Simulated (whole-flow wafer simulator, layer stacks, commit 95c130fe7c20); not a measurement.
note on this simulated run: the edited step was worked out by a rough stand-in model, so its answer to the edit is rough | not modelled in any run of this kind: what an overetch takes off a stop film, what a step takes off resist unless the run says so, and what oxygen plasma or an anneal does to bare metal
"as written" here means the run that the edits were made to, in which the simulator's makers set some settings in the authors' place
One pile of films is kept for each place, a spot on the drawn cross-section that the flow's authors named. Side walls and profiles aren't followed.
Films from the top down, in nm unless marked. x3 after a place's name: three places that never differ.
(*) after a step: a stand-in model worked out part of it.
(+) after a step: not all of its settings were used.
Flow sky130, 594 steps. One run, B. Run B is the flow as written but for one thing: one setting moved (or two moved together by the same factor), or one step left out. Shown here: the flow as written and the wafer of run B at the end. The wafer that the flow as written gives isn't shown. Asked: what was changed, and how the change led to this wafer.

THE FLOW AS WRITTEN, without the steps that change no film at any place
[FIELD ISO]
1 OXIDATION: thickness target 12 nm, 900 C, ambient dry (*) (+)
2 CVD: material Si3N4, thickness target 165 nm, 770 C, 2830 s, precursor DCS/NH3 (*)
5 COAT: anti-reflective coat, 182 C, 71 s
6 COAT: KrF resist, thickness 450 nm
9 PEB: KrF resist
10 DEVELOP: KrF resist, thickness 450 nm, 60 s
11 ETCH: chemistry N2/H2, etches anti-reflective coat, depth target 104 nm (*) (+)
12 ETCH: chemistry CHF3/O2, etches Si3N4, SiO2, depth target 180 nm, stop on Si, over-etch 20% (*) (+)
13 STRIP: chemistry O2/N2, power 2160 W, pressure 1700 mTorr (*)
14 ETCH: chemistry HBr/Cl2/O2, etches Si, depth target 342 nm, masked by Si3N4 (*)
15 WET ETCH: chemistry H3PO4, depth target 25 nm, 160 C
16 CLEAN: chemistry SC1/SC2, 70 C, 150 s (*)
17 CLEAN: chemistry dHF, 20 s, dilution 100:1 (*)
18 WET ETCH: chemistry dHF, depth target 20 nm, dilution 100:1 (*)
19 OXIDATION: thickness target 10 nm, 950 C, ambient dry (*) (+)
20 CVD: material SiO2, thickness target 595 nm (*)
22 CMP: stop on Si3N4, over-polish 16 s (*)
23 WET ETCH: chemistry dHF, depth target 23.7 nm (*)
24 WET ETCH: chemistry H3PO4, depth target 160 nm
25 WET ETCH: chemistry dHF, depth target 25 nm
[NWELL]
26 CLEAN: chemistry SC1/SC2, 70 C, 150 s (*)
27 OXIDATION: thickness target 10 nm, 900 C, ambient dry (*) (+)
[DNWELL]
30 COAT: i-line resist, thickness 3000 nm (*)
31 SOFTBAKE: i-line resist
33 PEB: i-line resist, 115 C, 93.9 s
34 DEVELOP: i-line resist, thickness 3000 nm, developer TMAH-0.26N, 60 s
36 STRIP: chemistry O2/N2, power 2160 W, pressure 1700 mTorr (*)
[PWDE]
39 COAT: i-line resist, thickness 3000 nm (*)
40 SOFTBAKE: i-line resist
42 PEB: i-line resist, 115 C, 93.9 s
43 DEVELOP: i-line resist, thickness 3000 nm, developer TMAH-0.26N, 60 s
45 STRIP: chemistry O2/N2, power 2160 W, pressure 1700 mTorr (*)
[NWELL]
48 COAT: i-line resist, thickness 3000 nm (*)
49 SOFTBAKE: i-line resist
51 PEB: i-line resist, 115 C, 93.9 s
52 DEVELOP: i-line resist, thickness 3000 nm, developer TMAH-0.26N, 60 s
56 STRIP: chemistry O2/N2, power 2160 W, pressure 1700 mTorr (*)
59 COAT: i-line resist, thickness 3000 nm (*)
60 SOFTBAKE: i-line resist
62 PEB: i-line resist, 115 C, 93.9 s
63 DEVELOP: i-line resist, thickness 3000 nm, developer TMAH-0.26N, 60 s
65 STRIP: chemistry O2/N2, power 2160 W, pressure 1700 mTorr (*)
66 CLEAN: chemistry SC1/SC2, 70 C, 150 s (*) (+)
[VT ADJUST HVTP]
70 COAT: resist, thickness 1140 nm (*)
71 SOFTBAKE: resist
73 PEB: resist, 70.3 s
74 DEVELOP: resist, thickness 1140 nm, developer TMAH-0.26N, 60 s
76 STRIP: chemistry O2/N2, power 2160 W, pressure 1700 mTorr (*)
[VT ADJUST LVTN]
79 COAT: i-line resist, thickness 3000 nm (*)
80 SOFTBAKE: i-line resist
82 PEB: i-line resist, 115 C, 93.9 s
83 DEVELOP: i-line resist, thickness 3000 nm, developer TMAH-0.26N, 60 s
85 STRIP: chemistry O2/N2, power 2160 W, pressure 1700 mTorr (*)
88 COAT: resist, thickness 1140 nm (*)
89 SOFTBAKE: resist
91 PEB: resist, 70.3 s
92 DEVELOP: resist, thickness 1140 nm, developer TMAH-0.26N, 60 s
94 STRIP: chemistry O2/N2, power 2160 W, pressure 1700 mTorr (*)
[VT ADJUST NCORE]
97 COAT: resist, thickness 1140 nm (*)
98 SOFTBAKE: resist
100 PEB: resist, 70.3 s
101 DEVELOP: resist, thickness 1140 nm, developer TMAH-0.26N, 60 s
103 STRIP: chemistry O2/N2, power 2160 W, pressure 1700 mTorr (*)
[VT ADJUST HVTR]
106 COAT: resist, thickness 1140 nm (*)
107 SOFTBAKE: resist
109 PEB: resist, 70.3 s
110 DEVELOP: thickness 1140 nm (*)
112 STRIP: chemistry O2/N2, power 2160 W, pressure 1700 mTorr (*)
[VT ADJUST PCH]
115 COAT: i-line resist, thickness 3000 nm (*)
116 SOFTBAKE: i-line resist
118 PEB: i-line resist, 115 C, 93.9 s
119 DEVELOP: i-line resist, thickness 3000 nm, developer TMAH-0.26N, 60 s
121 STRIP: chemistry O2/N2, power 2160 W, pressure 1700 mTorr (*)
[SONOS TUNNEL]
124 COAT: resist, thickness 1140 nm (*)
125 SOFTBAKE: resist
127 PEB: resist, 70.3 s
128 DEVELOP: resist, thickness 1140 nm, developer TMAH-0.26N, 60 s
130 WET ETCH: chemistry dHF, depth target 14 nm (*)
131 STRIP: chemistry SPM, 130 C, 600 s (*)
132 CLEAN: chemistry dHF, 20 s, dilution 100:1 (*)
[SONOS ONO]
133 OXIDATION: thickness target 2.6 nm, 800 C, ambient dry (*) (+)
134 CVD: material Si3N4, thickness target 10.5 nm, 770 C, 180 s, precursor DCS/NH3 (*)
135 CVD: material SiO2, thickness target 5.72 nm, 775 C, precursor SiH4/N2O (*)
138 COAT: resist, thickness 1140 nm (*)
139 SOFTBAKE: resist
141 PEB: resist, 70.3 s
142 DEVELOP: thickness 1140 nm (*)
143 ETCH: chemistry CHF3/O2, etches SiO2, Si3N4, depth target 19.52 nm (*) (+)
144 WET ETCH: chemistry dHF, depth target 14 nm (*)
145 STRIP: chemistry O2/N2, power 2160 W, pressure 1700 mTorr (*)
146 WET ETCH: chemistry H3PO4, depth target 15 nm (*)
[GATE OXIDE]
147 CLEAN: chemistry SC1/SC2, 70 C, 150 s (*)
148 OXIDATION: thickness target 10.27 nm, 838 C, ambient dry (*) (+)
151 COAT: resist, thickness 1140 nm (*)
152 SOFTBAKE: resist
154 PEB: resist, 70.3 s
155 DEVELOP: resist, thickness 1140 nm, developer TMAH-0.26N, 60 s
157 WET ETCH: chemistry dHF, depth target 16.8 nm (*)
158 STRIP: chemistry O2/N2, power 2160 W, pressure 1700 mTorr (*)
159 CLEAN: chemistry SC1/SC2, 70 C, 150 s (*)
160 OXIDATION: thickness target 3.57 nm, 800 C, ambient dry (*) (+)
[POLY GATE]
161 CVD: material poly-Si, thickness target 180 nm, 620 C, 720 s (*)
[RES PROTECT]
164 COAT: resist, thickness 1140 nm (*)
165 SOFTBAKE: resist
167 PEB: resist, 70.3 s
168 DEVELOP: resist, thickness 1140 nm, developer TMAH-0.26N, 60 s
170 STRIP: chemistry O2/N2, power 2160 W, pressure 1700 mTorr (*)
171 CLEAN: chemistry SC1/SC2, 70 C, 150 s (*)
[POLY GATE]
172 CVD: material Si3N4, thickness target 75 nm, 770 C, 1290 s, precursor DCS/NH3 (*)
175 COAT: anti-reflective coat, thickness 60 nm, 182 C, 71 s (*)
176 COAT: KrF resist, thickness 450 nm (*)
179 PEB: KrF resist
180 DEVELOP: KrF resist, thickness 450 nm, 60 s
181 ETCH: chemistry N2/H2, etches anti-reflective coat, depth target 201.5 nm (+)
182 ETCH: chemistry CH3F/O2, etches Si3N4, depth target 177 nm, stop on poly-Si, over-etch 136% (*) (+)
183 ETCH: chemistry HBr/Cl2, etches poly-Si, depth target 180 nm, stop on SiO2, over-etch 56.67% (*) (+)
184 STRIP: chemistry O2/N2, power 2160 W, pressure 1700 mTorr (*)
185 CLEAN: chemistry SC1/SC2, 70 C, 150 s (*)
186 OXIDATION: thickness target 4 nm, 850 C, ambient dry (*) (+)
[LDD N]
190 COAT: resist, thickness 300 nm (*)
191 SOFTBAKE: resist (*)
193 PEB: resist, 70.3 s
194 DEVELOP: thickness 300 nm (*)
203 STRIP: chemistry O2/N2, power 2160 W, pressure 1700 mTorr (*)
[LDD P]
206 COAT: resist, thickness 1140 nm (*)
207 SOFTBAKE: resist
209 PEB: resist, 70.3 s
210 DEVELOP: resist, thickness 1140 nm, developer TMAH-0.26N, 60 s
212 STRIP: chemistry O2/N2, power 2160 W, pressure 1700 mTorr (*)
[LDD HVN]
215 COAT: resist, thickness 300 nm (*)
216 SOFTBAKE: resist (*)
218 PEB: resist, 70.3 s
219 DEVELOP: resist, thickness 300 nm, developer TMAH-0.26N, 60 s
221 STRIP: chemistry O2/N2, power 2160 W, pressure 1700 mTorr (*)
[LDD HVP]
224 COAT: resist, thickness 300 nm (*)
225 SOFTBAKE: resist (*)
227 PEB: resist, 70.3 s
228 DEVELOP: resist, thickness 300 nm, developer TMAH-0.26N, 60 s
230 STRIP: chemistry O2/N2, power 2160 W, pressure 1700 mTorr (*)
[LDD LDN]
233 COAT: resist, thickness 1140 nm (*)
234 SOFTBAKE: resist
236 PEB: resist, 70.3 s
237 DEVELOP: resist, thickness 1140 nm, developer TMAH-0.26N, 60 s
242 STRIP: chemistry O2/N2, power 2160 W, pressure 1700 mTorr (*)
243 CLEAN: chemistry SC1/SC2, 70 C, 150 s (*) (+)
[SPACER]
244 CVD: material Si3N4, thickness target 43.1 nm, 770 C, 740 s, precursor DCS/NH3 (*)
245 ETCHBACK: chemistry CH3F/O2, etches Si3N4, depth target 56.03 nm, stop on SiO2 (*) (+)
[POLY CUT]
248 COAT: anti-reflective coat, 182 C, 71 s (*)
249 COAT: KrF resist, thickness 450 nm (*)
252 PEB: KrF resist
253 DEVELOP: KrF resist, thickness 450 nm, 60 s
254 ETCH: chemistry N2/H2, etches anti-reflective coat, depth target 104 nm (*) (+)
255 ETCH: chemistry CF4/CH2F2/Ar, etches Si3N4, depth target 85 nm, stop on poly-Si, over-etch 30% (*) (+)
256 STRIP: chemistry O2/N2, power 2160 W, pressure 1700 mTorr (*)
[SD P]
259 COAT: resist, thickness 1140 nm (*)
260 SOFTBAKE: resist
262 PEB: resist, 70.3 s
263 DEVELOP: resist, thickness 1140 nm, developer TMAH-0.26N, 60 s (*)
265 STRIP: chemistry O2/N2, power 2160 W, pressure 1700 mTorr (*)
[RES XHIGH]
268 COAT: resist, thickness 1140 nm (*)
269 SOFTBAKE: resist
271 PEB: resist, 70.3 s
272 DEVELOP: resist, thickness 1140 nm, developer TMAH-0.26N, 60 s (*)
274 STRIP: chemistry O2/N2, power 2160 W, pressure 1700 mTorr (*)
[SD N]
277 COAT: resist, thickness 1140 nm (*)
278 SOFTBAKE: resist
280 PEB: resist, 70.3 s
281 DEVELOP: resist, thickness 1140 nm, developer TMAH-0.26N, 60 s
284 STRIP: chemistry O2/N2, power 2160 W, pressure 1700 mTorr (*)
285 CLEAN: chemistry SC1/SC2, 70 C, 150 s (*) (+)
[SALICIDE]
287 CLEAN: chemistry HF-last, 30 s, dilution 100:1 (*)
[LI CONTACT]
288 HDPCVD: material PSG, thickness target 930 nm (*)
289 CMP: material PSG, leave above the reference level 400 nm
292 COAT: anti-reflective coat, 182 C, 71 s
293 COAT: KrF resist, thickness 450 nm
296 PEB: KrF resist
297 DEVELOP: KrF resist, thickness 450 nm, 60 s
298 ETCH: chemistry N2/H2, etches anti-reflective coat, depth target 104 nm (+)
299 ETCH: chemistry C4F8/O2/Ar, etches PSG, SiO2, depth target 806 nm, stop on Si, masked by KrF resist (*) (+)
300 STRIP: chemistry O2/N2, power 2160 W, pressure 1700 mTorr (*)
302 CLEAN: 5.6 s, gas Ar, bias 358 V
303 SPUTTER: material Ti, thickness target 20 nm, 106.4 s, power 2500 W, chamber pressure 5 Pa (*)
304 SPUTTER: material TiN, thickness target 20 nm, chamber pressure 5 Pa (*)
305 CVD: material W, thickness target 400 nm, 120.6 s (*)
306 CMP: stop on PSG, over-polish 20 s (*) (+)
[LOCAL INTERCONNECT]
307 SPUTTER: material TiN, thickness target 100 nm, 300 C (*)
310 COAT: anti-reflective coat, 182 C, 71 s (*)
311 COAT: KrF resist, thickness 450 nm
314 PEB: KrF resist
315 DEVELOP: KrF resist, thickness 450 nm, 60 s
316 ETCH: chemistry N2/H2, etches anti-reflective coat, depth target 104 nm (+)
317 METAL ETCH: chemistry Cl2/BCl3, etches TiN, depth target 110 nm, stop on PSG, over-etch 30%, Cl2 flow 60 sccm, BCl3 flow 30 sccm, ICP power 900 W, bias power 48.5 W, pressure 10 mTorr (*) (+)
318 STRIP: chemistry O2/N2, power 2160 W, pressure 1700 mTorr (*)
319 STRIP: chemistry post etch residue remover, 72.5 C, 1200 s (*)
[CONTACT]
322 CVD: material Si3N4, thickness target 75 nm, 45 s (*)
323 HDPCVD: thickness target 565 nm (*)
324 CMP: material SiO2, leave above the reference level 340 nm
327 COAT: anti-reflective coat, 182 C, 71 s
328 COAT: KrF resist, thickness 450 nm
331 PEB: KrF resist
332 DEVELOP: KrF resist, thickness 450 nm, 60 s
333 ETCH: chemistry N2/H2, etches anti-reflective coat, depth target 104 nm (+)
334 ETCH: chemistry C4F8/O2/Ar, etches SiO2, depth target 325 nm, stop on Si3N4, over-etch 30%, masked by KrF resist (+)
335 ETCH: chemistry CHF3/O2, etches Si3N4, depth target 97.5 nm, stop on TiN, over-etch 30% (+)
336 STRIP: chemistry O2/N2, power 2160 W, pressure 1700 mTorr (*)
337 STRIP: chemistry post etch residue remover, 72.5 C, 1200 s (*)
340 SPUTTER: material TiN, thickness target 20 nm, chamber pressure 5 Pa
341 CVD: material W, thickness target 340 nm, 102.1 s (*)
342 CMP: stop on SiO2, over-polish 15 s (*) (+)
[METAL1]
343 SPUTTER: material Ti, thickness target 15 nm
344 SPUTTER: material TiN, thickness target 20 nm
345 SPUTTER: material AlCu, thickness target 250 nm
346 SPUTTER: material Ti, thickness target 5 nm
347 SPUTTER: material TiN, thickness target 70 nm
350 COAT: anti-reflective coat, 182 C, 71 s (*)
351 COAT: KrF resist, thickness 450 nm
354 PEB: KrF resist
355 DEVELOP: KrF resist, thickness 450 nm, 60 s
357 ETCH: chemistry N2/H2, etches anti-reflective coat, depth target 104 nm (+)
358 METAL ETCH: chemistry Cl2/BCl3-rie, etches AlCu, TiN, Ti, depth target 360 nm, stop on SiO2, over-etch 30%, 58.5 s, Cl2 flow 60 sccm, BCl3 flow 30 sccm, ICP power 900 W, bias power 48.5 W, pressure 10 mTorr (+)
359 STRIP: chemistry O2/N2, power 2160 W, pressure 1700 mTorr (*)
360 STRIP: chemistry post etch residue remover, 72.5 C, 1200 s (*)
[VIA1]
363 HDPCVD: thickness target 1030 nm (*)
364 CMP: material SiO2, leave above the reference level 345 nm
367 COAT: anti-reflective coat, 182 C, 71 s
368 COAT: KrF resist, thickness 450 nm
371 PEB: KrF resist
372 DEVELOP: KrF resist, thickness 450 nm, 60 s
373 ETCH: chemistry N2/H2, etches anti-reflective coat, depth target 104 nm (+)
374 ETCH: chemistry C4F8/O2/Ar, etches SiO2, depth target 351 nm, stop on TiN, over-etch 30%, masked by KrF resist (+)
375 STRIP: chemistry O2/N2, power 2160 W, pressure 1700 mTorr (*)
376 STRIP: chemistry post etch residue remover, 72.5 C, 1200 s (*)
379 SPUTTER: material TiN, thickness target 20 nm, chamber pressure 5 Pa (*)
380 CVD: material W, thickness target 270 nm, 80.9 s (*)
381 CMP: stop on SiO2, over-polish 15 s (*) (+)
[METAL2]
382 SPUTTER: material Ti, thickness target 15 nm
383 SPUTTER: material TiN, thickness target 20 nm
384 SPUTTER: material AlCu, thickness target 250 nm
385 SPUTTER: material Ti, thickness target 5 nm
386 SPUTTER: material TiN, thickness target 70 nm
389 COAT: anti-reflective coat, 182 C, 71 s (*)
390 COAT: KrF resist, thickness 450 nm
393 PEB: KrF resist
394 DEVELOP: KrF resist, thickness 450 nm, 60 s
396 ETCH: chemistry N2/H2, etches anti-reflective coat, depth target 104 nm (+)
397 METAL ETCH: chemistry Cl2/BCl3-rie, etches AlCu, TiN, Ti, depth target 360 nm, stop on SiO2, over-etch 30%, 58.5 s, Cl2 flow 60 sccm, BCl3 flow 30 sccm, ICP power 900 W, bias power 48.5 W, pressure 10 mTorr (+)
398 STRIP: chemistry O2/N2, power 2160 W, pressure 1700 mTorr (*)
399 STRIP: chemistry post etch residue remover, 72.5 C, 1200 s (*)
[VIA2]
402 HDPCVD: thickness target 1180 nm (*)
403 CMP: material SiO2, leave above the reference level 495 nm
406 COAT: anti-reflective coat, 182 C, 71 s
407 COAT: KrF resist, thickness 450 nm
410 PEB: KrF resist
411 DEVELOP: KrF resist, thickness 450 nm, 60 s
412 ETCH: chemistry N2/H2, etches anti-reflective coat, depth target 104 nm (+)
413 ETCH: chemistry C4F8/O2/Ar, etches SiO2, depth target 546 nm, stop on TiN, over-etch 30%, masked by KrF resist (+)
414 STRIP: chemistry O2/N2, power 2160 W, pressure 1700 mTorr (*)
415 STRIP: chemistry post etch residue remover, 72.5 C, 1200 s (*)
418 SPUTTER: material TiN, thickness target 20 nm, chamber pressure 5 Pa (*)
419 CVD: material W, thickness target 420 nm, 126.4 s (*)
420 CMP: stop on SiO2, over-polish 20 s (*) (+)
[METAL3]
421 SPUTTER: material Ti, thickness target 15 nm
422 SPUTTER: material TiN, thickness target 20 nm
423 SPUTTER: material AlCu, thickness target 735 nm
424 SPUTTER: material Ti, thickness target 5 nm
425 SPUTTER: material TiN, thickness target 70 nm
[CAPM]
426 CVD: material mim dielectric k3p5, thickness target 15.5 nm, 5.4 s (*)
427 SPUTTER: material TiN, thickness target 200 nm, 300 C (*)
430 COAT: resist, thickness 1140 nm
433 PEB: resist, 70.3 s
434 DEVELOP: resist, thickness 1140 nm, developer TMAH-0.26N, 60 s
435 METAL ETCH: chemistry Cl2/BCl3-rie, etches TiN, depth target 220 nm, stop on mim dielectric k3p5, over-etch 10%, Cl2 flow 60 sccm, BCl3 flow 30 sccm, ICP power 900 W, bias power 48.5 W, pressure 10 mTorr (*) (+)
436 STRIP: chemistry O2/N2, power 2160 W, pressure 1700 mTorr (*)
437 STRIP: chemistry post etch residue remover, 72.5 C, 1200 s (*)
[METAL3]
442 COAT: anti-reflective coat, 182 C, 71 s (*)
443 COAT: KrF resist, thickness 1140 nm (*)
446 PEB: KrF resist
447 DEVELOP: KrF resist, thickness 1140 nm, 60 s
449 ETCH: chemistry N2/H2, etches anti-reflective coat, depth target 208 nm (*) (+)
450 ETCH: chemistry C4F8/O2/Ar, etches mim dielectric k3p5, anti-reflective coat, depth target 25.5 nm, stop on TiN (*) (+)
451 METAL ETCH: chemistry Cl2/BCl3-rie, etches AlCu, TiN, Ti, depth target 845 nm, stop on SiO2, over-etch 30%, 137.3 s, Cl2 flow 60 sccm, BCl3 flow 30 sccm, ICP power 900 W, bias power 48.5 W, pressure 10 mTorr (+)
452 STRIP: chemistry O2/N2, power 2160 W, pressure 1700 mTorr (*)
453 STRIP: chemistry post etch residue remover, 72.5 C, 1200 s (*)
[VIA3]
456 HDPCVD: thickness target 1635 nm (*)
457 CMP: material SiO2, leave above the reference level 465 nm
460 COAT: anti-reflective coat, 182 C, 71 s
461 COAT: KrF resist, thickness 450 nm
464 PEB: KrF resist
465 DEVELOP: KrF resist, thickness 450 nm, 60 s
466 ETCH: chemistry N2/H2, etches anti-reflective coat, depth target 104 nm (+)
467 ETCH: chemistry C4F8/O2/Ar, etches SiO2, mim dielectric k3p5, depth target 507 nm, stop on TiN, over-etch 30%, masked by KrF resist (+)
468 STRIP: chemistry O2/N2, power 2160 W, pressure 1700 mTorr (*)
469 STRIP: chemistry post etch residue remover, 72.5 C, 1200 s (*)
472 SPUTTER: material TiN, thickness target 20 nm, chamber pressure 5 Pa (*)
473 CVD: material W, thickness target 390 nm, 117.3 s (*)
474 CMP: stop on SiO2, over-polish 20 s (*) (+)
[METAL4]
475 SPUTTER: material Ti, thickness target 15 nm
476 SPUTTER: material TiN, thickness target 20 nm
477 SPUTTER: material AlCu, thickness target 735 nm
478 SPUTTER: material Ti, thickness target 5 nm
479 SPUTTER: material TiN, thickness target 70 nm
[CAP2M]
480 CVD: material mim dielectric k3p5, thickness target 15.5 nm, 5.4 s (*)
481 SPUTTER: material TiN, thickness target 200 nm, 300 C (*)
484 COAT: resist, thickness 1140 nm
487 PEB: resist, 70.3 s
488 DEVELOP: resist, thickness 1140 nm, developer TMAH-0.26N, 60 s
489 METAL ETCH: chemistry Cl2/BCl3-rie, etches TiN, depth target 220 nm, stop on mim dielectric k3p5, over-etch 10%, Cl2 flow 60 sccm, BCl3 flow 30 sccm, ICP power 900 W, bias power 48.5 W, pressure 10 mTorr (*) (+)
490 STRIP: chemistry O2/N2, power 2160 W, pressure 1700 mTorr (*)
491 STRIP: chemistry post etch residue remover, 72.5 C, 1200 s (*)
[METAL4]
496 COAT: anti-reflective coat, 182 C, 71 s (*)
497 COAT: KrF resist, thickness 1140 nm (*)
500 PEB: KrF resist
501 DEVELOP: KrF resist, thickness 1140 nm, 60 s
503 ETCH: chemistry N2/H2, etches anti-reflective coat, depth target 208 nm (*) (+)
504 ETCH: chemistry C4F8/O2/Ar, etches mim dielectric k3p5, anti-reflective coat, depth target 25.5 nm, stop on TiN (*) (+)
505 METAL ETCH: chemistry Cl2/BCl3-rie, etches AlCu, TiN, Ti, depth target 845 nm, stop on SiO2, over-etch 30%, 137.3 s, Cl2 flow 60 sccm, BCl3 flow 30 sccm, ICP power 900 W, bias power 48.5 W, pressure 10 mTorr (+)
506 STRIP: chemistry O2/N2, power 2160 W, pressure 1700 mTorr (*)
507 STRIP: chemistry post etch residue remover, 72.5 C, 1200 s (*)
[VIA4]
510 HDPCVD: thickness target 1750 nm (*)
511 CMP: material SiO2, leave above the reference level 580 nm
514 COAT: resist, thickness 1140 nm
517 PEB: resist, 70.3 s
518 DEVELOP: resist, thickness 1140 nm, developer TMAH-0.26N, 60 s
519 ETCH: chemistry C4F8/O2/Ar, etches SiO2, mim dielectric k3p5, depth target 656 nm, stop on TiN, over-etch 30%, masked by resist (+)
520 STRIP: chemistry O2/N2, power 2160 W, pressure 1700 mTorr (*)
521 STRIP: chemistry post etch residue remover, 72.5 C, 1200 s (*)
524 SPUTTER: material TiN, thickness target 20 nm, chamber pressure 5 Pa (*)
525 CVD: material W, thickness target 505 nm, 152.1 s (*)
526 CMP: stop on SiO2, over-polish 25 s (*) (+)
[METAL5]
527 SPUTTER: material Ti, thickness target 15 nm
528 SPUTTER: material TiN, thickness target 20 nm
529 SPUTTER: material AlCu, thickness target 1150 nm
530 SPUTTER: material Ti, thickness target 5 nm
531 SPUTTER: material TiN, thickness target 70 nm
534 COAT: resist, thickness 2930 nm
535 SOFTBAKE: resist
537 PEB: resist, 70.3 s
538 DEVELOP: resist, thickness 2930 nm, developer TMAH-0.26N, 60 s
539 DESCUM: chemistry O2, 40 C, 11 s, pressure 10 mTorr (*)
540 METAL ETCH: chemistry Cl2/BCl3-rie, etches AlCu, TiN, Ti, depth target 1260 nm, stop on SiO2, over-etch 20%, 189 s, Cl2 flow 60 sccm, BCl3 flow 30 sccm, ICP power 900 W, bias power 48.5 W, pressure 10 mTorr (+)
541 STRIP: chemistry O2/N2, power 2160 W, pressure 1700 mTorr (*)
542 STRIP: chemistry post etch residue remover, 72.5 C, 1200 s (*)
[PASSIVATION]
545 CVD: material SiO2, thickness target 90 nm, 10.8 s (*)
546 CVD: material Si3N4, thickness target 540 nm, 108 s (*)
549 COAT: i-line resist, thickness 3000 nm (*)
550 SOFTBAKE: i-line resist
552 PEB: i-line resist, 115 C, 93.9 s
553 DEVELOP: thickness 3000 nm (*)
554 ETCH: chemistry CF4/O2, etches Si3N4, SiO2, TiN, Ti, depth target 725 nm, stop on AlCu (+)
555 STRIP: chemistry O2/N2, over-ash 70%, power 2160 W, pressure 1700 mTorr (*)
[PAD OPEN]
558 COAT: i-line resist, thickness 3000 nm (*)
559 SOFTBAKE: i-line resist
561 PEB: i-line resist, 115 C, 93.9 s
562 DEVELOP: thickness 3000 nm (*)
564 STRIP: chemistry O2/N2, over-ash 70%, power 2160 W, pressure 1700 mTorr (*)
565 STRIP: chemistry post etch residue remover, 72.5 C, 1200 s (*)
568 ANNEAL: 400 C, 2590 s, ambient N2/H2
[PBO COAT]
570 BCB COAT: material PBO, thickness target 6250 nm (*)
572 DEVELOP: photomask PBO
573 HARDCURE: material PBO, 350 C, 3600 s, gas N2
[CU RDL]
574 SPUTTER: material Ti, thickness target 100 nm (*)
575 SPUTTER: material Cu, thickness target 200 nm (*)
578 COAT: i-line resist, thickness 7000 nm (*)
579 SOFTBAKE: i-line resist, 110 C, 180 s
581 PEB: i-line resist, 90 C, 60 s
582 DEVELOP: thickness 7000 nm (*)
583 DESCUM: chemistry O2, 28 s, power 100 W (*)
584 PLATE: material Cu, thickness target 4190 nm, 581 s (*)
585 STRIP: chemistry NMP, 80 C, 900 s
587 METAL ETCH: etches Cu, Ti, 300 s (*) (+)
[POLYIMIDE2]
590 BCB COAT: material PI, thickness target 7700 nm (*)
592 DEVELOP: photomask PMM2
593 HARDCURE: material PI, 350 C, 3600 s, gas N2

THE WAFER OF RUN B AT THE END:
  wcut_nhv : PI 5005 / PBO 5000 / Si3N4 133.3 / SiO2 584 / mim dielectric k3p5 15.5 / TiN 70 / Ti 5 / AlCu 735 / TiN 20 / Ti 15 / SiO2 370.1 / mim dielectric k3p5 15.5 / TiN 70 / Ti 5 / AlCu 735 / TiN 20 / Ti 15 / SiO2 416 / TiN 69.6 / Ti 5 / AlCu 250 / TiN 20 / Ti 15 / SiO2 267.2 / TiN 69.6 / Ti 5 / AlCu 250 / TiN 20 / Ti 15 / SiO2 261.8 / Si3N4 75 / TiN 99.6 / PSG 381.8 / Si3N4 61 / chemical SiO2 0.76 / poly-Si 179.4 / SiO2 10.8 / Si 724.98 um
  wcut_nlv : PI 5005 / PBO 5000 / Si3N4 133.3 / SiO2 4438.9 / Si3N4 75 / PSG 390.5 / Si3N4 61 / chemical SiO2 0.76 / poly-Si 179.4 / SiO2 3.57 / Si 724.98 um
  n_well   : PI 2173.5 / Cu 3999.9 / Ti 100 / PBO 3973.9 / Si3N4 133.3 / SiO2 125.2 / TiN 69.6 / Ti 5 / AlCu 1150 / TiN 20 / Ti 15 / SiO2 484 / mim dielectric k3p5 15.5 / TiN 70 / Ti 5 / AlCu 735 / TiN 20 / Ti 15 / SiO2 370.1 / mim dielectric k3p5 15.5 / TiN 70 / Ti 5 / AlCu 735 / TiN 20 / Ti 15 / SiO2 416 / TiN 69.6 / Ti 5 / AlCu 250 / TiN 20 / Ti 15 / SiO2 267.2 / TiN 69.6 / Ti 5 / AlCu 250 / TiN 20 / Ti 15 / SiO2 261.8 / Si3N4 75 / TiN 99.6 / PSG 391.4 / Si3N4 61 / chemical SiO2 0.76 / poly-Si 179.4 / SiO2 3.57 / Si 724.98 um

The cause: step 546, CVD: thickness target 454 nm was run, where the flow has thickness target 540 nm; step 546, CVD: 90.7 s was run, where the flow has 108 s.

How the change led to this, step by step:
  546 CVD: material Si3N4, thickness target 540 nm, 108 s (*)
      field, active, n_well and 190 more: Si3N4 +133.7 (new film) (as written it would be: Si3N4 +159.1 (new film))
  550 SOFTBAKE: i-line resist
      active: i-line resist +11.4 (as written it would be: i-line resist +12)
      spacer: i-line resist -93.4 (as written it would be: i-line resist -97.5)
      (and at 44 more places)
  554 ETCH: chemistry CF4/O2, etches Si3N4, SiO2, TiN, Ti, depth target 725 nm, stop on AlCu (+)
      field, active, n_well and 189 more: i-line resist -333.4 (as written it would be: i-line resist -358.9)
      pad: Si3N4 -133.7 (all of it), SiO2 -125.2 (all of it), TiN -69.6 (all of it), Ti -5 (all of it) (as written it would be: Si3N4 -159.1 (all of it), SiO2 -125.2 (all of it), TiN -69.6 (all of it), Ti -5 (all of it))
  559 SOFTBAKE: i-line resist
      field: i-line resist +11.9 (as written it would be: i-line resist +12.5)
      active: i-line resist +11.4 (as written it would be: i-line resist +12)
      (and at 50 more places)
  578 COAT: i-line resist, thickness 7000 nm (*)
      pad: i-line resist +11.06 um (new film) (as written it would be: i-line resist +11.08 um (new film))
  582 DEVELOP: thickness 7000 nm (*)
      pad: i-line resist -11.06 um (all of it) (as written it would be: i-line resist -11.08 um (all of it))
